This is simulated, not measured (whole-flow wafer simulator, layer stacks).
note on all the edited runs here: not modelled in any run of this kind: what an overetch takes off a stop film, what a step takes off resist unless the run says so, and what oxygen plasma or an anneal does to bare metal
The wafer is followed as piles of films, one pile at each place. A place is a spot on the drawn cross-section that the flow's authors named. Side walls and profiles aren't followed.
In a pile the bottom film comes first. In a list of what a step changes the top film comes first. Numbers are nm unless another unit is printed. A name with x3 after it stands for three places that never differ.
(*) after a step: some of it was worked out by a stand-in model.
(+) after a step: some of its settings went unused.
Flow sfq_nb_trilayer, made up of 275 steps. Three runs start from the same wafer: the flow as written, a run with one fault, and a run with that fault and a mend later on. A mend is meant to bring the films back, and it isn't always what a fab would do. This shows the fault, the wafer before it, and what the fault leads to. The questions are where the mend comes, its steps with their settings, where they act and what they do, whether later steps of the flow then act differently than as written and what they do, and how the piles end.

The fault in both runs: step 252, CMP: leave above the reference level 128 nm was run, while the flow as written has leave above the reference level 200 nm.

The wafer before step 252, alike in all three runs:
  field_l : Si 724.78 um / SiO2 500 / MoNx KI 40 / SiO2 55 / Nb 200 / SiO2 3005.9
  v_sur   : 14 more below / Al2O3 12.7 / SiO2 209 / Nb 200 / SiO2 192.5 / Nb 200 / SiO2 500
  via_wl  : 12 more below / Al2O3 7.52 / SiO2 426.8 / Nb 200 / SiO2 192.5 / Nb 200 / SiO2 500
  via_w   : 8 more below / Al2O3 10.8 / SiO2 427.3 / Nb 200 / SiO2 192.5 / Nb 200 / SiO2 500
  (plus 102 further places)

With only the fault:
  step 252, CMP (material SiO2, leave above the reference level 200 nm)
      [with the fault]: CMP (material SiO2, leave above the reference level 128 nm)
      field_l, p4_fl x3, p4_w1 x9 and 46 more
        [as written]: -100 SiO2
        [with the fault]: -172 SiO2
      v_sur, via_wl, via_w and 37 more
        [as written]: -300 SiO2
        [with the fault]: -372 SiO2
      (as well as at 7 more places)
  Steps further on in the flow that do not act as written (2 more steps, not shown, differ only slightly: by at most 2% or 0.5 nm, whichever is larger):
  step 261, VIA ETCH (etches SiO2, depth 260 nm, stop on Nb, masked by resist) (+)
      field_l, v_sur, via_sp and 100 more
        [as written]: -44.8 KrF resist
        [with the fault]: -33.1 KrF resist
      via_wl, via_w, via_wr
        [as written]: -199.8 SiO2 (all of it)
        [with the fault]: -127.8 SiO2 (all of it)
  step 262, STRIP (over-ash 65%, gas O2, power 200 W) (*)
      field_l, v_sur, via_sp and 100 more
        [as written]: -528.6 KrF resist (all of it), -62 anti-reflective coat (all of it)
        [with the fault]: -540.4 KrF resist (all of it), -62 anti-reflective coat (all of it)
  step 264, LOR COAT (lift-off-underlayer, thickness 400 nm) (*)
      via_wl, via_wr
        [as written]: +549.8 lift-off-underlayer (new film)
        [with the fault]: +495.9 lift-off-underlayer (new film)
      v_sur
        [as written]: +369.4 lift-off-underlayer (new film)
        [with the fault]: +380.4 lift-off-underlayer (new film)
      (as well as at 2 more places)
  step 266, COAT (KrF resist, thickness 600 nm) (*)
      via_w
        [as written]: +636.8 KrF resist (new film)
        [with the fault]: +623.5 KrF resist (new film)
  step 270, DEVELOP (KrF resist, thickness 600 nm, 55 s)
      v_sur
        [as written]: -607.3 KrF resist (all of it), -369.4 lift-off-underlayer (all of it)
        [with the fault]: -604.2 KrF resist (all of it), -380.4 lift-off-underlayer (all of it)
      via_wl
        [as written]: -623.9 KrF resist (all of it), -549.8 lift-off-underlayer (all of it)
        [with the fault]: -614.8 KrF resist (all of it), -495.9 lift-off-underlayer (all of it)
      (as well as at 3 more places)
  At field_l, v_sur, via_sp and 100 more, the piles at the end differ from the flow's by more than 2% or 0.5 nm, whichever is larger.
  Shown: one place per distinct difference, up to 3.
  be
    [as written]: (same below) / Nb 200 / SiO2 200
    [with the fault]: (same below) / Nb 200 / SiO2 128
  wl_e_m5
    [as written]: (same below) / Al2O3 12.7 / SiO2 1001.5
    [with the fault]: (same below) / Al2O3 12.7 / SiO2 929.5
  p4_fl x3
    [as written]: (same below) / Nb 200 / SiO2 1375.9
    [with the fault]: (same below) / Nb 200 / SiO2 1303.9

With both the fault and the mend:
  The mend stands after step 253.
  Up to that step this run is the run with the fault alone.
  step 253a, PECVD (material SiO2, thickness 72 nm, 150 C, 16 s, RF power 183.3 W, pressure 2.4 Torr, precursor SiH4/N2O) (the flow's step 251, run once more with other settings)
      field_l, v_sur, via_wl and 103 more
        +72 SiO2
  None of the later steps of the flow acts differently than as written at any place that is followed.
  By the end, the piles equal the flow's at every place that both follow.
